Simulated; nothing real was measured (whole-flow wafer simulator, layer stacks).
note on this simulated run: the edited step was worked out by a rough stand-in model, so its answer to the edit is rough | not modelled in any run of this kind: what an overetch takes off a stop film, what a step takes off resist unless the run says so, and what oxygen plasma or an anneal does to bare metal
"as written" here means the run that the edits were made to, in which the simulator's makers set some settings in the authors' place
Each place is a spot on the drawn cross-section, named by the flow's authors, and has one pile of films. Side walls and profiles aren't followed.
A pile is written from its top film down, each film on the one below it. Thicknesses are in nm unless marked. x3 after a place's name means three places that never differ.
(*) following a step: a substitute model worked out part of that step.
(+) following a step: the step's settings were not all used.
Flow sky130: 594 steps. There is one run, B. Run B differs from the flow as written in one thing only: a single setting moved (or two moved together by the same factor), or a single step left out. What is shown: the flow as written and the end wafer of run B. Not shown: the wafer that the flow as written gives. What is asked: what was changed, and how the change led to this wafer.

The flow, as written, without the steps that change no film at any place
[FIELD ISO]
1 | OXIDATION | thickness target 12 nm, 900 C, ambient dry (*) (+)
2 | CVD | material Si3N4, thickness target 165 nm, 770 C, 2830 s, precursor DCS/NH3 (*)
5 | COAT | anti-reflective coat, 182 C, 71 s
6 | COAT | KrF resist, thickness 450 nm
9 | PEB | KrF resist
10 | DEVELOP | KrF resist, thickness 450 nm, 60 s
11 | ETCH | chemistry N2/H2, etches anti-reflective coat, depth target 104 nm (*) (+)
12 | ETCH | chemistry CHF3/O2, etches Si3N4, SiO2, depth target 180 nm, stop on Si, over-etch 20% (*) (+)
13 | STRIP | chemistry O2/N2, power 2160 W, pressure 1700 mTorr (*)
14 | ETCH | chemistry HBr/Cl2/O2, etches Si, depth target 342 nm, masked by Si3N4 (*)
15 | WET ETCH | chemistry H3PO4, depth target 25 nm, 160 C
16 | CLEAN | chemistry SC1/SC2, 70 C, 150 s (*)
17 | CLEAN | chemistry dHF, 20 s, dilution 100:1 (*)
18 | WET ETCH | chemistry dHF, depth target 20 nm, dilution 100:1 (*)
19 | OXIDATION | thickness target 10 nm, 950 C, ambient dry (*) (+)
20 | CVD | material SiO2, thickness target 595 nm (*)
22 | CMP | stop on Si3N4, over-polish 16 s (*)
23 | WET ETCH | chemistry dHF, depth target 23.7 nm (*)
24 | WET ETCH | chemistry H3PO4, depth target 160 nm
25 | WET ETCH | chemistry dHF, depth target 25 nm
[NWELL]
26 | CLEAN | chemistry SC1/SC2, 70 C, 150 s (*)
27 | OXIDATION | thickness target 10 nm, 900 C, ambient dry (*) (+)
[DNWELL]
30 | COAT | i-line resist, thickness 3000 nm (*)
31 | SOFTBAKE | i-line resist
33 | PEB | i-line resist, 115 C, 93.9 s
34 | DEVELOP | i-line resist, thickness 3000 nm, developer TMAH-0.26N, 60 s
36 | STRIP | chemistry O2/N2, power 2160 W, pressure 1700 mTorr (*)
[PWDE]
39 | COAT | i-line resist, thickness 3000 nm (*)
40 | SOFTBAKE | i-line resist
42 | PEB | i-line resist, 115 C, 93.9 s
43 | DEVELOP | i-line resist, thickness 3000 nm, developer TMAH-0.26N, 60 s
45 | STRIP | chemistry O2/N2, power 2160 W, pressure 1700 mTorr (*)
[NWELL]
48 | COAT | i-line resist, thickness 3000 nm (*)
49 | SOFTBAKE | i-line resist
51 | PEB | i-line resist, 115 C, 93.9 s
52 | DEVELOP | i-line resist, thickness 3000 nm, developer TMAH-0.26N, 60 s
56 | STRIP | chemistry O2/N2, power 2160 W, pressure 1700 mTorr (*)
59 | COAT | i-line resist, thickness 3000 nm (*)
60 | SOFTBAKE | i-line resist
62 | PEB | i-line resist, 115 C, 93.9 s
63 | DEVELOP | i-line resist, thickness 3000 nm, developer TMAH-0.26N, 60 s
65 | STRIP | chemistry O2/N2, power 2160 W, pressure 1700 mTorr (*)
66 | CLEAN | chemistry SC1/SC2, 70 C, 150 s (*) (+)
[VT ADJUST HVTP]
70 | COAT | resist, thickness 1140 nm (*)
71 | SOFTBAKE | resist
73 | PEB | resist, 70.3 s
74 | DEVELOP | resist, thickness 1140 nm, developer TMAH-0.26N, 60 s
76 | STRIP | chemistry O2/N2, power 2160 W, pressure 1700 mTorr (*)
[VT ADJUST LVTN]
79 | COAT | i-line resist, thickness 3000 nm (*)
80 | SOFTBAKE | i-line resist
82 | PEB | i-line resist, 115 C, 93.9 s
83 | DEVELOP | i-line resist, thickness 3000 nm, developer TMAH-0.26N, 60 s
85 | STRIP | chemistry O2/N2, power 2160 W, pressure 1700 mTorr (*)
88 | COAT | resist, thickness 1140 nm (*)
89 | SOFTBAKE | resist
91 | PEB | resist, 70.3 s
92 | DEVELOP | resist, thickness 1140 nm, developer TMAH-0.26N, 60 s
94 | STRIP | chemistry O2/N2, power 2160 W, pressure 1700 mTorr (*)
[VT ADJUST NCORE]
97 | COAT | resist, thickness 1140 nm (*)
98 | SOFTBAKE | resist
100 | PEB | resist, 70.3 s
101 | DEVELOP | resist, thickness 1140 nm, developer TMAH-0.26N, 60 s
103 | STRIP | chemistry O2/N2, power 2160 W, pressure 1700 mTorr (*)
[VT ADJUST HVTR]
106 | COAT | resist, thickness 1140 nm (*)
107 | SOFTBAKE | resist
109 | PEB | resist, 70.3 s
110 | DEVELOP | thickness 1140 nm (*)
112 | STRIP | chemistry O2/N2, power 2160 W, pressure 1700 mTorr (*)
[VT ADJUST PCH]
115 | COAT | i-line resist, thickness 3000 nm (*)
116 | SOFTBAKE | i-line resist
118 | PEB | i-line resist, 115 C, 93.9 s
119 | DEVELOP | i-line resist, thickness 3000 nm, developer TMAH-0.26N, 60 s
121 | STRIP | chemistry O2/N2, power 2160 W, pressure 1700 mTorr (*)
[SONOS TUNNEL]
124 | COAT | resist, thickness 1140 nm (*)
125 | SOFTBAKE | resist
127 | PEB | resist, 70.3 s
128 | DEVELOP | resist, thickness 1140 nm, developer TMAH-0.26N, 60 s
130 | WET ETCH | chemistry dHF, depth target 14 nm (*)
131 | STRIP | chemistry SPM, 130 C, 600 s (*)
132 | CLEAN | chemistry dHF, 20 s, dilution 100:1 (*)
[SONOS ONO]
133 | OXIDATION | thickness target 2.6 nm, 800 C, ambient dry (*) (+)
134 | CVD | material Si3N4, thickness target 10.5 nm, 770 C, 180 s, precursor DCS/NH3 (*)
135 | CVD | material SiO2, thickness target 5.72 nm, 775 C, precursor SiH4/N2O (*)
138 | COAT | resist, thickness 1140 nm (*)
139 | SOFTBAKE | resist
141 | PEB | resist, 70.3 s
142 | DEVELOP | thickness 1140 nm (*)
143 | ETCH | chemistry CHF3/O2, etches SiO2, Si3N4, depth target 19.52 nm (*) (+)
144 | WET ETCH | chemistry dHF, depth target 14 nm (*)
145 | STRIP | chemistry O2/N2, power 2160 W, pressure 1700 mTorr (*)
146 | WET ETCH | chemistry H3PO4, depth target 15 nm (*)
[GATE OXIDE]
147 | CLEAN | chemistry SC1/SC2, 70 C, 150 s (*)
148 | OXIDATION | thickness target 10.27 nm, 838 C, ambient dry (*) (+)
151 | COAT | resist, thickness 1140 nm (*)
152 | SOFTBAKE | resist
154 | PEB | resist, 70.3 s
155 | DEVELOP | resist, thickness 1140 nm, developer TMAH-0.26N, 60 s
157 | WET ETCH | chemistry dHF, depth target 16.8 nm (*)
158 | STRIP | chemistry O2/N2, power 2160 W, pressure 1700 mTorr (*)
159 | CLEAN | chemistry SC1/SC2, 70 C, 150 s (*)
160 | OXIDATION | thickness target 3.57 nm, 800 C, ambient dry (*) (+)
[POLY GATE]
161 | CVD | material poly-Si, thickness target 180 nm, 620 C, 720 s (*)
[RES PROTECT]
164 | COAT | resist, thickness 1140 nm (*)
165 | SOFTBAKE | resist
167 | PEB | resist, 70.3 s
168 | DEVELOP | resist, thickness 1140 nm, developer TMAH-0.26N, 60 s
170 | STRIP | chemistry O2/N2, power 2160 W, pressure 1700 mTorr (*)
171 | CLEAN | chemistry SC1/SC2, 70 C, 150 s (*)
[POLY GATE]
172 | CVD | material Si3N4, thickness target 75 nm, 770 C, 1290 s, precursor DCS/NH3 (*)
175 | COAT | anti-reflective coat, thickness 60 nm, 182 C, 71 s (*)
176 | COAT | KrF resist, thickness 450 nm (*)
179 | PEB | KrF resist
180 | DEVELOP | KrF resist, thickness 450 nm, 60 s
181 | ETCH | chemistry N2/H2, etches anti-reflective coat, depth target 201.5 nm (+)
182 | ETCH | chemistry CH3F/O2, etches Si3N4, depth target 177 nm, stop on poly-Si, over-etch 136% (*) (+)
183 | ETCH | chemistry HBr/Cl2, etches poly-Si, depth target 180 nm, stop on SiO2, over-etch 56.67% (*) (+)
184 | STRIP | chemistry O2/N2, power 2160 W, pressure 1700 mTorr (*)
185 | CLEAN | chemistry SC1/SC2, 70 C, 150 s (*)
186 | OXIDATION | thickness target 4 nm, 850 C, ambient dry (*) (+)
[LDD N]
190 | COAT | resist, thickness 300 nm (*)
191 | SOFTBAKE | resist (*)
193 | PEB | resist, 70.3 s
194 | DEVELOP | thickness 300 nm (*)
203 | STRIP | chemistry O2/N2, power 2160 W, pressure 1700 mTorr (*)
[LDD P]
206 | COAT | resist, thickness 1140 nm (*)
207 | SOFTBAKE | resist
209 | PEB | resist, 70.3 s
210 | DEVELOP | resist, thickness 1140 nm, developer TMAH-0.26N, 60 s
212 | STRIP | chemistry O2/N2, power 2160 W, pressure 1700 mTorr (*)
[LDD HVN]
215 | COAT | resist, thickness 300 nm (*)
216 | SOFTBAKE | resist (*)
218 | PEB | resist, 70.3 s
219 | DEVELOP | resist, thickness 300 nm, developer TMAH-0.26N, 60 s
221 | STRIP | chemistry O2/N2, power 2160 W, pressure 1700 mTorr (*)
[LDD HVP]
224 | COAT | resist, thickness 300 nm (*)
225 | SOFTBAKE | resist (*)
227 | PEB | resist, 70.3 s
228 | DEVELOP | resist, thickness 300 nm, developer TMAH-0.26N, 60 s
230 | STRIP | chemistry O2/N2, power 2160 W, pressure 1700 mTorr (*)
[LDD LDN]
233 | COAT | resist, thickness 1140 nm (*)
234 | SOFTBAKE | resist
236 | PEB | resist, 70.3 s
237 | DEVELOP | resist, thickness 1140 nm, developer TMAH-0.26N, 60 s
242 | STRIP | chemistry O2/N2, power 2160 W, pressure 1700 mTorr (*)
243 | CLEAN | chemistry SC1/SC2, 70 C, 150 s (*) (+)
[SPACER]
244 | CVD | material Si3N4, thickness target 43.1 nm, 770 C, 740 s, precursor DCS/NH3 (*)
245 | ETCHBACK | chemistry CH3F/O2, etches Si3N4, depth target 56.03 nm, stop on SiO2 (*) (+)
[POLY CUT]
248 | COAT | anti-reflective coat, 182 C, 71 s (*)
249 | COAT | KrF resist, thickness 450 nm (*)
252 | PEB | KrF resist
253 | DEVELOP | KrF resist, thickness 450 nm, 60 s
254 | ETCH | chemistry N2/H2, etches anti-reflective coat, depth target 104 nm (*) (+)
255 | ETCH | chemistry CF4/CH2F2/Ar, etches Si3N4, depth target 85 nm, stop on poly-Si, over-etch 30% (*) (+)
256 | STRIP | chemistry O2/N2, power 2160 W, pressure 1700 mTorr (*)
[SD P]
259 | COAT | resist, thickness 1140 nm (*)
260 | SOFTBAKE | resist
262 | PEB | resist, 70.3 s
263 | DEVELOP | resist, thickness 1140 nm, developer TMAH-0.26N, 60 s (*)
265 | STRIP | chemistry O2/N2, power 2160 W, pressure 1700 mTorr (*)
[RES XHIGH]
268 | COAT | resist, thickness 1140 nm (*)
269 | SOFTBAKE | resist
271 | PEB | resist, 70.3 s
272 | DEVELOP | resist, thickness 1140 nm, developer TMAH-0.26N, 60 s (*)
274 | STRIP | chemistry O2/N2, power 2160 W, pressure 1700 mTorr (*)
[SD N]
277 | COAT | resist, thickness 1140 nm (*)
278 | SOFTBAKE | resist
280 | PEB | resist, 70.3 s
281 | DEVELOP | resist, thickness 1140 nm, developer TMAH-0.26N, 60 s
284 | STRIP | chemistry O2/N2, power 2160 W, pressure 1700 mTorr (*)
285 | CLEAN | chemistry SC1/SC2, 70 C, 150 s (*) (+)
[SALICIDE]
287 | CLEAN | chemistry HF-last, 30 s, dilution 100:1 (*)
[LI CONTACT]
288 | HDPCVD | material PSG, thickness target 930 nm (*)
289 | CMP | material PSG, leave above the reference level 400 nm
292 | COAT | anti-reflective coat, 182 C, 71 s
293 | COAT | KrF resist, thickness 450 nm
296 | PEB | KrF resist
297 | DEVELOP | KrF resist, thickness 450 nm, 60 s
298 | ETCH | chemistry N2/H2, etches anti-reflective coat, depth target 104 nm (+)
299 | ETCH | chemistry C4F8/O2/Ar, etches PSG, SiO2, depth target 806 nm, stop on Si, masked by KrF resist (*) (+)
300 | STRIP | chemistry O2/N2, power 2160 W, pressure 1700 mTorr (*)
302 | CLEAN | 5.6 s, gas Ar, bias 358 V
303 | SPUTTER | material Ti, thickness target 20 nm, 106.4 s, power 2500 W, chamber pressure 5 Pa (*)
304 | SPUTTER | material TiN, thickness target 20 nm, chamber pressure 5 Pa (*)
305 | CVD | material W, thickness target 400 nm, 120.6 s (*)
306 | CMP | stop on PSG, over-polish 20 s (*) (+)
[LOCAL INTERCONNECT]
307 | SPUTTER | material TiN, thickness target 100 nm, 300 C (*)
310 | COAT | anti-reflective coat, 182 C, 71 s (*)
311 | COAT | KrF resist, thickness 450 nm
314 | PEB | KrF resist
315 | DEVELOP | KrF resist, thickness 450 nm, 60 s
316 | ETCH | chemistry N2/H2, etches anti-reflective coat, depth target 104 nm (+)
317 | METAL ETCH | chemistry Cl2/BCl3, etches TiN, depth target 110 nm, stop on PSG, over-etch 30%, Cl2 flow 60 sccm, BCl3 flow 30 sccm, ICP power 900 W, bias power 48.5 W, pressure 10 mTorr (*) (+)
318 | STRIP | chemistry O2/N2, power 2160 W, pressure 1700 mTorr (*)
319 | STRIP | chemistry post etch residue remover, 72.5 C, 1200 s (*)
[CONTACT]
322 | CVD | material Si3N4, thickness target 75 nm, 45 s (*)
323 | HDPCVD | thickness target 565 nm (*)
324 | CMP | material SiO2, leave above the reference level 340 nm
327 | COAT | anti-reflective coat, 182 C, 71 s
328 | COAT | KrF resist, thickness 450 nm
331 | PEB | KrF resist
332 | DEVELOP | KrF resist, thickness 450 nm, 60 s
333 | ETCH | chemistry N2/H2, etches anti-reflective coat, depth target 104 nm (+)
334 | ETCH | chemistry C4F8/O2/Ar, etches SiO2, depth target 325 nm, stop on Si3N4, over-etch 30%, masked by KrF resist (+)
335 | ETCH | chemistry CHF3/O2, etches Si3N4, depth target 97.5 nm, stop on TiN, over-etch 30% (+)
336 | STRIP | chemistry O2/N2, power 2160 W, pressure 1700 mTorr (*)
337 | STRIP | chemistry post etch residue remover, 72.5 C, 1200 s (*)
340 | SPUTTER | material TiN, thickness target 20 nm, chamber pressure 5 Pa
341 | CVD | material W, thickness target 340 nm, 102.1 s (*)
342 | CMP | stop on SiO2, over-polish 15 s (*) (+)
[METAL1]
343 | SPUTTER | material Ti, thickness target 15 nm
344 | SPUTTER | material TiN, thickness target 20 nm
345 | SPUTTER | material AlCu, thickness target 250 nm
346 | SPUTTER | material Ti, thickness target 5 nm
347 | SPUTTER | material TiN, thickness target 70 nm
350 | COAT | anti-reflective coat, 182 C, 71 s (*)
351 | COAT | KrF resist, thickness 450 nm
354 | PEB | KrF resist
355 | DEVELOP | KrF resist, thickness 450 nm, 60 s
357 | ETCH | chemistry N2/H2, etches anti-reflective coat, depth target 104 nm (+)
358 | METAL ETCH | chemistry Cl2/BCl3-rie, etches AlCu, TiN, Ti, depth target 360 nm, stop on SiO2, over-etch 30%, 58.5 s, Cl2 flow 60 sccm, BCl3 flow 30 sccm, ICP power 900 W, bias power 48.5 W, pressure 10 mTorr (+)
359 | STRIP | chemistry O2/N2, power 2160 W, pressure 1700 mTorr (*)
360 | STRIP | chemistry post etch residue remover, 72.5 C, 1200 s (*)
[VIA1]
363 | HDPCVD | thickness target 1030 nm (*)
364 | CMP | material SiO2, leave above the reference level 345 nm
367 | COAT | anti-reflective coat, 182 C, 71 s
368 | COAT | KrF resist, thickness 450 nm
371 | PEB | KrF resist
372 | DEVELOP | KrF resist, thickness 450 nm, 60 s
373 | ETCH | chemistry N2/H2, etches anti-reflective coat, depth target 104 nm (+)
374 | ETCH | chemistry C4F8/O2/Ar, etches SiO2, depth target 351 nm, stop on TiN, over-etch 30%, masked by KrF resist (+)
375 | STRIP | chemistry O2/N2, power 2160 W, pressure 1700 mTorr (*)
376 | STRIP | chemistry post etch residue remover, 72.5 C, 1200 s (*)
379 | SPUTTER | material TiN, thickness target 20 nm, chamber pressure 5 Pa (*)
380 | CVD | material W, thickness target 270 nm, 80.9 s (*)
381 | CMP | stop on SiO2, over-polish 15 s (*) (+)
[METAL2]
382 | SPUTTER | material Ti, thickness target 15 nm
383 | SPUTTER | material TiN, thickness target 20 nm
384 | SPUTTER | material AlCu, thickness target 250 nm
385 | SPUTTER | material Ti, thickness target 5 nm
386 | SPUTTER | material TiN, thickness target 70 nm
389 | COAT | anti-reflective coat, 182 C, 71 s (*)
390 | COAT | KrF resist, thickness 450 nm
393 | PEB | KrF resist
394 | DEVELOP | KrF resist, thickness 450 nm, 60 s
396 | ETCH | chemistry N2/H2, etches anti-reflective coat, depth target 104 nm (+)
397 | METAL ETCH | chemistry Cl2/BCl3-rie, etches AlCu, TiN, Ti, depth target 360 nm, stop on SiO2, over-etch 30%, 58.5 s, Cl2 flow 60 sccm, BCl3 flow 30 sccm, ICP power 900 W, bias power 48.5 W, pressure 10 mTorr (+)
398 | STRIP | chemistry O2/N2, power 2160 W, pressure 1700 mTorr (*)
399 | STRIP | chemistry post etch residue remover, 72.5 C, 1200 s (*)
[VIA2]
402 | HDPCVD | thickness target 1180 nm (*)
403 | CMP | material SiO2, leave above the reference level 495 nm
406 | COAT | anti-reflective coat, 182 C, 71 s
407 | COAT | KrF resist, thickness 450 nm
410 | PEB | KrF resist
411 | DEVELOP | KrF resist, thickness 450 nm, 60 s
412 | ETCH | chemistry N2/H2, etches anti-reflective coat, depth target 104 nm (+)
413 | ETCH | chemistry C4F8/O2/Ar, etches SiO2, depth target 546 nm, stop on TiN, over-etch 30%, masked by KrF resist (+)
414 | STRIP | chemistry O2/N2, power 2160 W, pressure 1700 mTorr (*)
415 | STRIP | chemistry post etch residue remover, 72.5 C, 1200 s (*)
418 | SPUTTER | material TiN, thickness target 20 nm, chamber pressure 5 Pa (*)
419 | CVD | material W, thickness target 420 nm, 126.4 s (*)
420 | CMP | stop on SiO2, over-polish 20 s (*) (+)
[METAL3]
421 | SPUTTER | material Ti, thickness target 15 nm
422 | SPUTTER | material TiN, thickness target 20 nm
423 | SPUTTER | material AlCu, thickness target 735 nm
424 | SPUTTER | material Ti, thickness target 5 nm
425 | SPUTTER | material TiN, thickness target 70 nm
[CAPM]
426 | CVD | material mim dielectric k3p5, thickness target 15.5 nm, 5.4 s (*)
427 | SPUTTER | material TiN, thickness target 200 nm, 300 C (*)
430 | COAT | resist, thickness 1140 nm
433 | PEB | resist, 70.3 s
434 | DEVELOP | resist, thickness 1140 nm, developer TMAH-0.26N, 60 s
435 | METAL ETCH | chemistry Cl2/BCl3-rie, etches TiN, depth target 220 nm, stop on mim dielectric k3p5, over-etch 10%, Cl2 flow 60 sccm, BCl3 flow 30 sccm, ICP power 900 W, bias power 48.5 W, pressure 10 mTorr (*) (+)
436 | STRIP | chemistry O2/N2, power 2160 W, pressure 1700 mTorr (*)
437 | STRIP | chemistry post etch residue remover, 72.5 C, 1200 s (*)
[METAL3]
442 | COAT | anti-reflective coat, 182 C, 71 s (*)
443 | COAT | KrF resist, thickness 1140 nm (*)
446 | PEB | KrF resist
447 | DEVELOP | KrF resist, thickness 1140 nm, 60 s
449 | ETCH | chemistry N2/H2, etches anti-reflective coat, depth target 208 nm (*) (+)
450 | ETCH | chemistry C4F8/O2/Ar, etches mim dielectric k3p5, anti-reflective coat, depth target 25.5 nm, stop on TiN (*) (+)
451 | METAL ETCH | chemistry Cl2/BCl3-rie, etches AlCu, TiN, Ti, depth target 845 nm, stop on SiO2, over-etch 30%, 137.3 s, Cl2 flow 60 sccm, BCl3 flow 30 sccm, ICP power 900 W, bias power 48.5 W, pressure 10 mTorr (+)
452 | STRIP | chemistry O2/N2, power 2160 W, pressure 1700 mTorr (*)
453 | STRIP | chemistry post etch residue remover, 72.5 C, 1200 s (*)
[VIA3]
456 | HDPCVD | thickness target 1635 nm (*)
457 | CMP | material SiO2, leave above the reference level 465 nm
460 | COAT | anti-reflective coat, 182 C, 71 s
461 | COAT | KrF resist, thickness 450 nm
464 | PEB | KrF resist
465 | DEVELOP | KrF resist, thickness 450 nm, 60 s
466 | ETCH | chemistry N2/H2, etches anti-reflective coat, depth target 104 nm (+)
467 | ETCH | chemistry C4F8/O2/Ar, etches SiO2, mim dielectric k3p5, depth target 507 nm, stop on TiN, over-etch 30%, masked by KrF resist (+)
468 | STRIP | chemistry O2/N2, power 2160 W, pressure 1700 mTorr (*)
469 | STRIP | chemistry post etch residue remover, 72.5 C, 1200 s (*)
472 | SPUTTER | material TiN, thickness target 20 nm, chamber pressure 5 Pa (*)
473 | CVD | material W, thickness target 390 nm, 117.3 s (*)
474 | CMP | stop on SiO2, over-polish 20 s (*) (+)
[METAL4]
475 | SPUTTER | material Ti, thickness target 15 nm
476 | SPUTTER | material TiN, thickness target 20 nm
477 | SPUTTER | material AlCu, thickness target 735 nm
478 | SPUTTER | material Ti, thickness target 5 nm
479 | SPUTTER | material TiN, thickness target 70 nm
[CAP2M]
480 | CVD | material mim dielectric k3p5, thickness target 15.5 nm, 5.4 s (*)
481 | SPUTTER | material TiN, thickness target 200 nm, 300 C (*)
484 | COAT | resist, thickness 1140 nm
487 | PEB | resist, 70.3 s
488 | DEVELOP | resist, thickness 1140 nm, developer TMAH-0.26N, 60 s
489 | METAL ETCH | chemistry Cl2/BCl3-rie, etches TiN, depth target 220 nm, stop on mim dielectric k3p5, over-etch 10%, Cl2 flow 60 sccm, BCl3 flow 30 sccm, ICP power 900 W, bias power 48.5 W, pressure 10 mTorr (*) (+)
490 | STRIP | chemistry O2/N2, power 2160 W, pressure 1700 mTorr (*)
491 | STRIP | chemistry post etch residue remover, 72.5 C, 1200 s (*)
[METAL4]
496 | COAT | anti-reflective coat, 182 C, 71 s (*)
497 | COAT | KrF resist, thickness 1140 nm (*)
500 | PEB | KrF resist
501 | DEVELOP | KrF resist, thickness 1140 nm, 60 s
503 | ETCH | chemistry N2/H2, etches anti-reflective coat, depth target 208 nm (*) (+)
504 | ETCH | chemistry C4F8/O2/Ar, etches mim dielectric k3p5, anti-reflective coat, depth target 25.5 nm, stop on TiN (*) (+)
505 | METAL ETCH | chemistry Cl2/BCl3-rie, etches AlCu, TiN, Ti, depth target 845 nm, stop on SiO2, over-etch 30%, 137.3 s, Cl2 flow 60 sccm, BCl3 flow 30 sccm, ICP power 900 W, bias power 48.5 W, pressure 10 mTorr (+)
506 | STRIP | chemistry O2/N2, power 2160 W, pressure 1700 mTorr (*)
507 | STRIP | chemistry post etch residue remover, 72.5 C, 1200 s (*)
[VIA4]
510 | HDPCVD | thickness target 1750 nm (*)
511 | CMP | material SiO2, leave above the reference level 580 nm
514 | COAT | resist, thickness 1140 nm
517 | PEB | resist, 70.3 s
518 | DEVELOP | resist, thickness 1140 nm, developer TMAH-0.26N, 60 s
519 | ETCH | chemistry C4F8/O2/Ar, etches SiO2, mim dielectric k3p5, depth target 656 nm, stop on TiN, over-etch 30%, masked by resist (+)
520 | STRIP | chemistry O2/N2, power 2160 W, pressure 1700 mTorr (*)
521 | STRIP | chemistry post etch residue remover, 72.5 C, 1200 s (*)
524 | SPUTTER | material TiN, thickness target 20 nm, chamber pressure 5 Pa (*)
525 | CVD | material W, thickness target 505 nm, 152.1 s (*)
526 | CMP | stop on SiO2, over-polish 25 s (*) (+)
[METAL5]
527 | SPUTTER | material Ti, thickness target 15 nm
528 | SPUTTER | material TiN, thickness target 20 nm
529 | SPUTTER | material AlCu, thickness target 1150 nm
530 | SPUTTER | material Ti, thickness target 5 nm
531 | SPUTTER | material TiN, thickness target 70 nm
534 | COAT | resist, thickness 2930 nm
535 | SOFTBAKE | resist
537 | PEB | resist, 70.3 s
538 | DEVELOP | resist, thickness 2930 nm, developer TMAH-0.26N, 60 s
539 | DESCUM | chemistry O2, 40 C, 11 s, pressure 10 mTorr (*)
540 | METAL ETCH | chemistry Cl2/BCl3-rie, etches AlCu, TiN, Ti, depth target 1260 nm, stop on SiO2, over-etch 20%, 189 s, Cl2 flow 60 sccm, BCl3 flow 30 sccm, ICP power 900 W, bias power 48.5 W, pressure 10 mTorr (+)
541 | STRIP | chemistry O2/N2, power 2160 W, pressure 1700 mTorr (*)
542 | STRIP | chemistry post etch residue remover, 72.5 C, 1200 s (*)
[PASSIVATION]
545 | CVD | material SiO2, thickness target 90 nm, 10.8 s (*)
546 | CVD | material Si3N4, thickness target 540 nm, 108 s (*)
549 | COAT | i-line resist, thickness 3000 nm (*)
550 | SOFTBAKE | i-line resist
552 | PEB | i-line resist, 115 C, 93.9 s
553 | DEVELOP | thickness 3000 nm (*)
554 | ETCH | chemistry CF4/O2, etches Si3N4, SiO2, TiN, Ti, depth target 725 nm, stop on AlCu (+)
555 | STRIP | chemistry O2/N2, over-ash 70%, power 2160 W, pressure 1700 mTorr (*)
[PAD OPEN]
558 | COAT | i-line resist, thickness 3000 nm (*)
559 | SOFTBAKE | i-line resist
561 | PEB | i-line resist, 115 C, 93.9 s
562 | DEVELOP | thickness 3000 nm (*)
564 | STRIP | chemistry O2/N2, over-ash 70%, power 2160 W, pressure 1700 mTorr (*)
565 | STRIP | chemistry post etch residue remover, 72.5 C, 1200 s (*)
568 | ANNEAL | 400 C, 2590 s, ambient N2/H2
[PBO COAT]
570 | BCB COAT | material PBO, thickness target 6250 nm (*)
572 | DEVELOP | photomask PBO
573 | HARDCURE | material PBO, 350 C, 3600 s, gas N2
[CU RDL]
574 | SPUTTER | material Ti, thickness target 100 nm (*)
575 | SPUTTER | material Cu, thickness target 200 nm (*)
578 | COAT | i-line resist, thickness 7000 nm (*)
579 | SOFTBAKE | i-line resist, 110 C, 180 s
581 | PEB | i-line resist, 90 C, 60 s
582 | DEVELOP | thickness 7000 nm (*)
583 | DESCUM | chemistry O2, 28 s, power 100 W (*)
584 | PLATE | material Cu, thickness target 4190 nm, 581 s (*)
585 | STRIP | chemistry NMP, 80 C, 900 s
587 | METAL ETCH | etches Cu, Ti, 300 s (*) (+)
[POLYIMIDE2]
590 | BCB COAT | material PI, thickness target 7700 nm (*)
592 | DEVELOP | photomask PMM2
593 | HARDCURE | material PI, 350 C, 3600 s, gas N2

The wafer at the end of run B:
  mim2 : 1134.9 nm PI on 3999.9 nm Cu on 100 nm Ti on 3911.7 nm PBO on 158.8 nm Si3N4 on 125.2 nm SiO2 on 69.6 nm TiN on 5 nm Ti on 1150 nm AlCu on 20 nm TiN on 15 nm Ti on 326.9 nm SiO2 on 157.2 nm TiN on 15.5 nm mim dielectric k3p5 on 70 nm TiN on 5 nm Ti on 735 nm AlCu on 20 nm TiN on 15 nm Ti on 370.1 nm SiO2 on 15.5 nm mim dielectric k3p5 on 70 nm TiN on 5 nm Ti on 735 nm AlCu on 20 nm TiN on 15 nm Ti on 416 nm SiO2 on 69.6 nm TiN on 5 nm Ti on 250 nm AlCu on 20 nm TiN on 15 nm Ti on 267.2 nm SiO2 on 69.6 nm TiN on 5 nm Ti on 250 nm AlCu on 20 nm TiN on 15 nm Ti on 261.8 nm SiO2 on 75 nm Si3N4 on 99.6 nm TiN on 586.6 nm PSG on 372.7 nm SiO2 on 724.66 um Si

What caused this: step 481, SPUTTER: thickness target 158 nm was run, while the flow as written has thickness target 200 nm.

Step by step, how the change led to this:
  481 | SPUTTER | material TiN, thickness target 200 nm, 300 C (*)
      field, active, n_well and 189 more: TiN gains 158 (new film) (as written it would have been: TiN gains 200 (new film))
  489 | METAL ETCH | chemistry Cl2/BCl3-rie, etches TiN, depth target 220 nm, stop on mim dielectric k3p5, over-etch 10%, Cl2 flow 60 sccm, BCl3 flow 30 sccm, ICP power 900 W, bias power 48.5 W, pressure 10 mTorr (*) (+)
      field, active, n_well and 188 more: TiN loses 158 (all of it) (as written it would have been: TiN loses 200 (all of it))
      mim2: resist loses 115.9 (as written it would have been: resist loses 146.7)
  490 | STRIP | chemistry O2/N2, power 2160 W, pressure 1700 mTorr (*)
      mim2: resist loses 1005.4 (all of it) (as written it would have been: resist loses 974.6 (all of it))
  496 | COAT | anti-reflective coat, 182 C, 71 s (*)
      iso_guard__w2: anti-reflective coat gains 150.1 (new film) (as written it would have been: anti-reflective coat gains 177.8 (new film))
      mim2: anti-reflective coat gains 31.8 (new film) (as written it would have been: anti-reflective coat gains 40.3 (new film))
  497 | COAT | KrF resist, thickness 1140 nm (*)
      mim2: KrF resist gains 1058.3 (new film) (as written it would have been: KrF resist gains 1018.9 (new film))
  506 | STRIP | chemistry O2/N2, power 2160 W, pressure 1700 mTorr (*)
      iso_guard__w2: KrF resist loses 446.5 (all of it), anti-reflective coat loses 150.1 (all of it) (as written it would have been: KrF resist loses 427.9 (all of it), anti-reflective coat loses 177.8 (all of it))
      mim2: KrF resist loses 411.4 (all of it), anti-reflective coat loses 31.8 (all of it) (as written it would have been: KrF resist loses 372.1 (all of it), anti-reflective coat loses 40.3 (all of it))
  511 | CMP | material SiO2, leave above the reference level 580 nm
      mim2: SiO2 loses 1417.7 (as written it would have been: SiO2 loses 1459.7)
